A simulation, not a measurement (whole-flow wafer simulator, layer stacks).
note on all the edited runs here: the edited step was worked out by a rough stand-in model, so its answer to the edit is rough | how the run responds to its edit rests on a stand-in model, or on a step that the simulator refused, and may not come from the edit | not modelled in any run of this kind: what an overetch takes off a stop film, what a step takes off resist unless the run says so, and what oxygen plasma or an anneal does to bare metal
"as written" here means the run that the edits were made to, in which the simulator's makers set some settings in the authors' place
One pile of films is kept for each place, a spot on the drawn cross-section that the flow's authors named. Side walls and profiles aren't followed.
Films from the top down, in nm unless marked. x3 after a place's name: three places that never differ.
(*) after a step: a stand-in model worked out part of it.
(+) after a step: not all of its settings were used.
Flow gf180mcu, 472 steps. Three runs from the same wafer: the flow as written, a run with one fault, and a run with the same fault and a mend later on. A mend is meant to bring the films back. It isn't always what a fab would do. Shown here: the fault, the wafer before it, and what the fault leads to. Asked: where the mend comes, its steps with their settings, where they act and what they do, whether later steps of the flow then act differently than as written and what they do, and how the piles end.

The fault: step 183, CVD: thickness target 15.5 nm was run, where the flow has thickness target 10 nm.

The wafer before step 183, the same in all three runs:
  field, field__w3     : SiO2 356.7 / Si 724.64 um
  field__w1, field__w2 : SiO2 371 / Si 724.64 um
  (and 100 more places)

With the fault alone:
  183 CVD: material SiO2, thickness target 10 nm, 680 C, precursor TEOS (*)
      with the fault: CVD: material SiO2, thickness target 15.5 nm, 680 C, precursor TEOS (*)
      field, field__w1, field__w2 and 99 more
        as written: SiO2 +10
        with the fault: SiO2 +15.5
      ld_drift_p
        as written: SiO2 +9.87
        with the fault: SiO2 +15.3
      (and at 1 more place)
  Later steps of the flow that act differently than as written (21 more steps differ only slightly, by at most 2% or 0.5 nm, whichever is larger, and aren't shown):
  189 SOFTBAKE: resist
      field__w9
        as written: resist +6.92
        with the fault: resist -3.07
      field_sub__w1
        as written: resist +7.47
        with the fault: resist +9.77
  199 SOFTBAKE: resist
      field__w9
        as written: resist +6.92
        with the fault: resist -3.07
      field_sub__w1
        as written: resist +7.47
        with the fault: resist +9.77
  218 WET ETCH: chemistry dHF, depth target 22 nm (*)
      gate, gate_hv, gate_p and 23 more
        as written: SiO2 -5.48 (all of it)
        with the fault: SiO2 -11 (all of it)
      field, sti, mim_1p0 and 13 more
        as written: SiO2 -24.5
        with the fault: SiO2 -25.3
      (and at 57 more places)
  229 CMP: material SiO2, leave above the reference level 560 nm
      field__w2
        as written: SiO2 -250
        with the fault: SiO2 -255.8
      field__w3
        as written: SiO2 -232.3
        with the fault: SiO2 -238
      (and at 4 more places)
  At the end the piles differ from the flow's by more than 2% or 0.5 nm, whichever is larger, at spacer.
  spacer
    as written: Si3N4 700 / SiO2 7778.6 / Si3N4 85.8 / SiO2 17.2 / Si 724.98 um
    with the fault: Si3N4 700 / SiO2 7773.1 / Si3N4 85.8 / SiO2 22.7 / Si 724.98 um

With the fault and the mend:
  The mend comes after step 216.
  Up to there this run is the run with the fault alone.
  217 ETCH: chemistry C4F8/O2/Ar, etches SiO2, depth target 60.5 nm, masked by resist (*) (+) (the flow's step 217, which as written has depth target 55 nm)
      field, field__w1, field__w2 and 96 more
        SiO2 -60.5
      field__w5, field__w9, field__w13 and 8 more
        resist -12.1
      spacer
        SiO2 -50 (all of it), Si3N4 -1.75
  Later steps of the flow that act differently than as written (8 more steps differ only slightly, by at most 2% or 0.5 nm, whichever is larger, and aren't shown):
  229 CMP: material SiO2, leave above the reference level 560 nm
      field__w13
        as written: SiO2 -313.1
        with the mend: SiO2 -320.2
  At the end the piles differ from the flow's by more than 2% or 0.5 nm, whichever is larger, at spacer.
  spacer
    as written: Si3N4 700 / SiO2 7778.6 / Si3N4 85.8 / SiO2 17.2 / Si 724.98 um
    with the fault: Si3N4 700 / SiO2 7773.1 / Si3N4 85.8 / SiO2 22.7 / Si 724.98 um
    with the mend: Si3N4 700 / SiO2 7774 / Si3N4 84.9 / SiO2 22.7 / Si 724.98 um
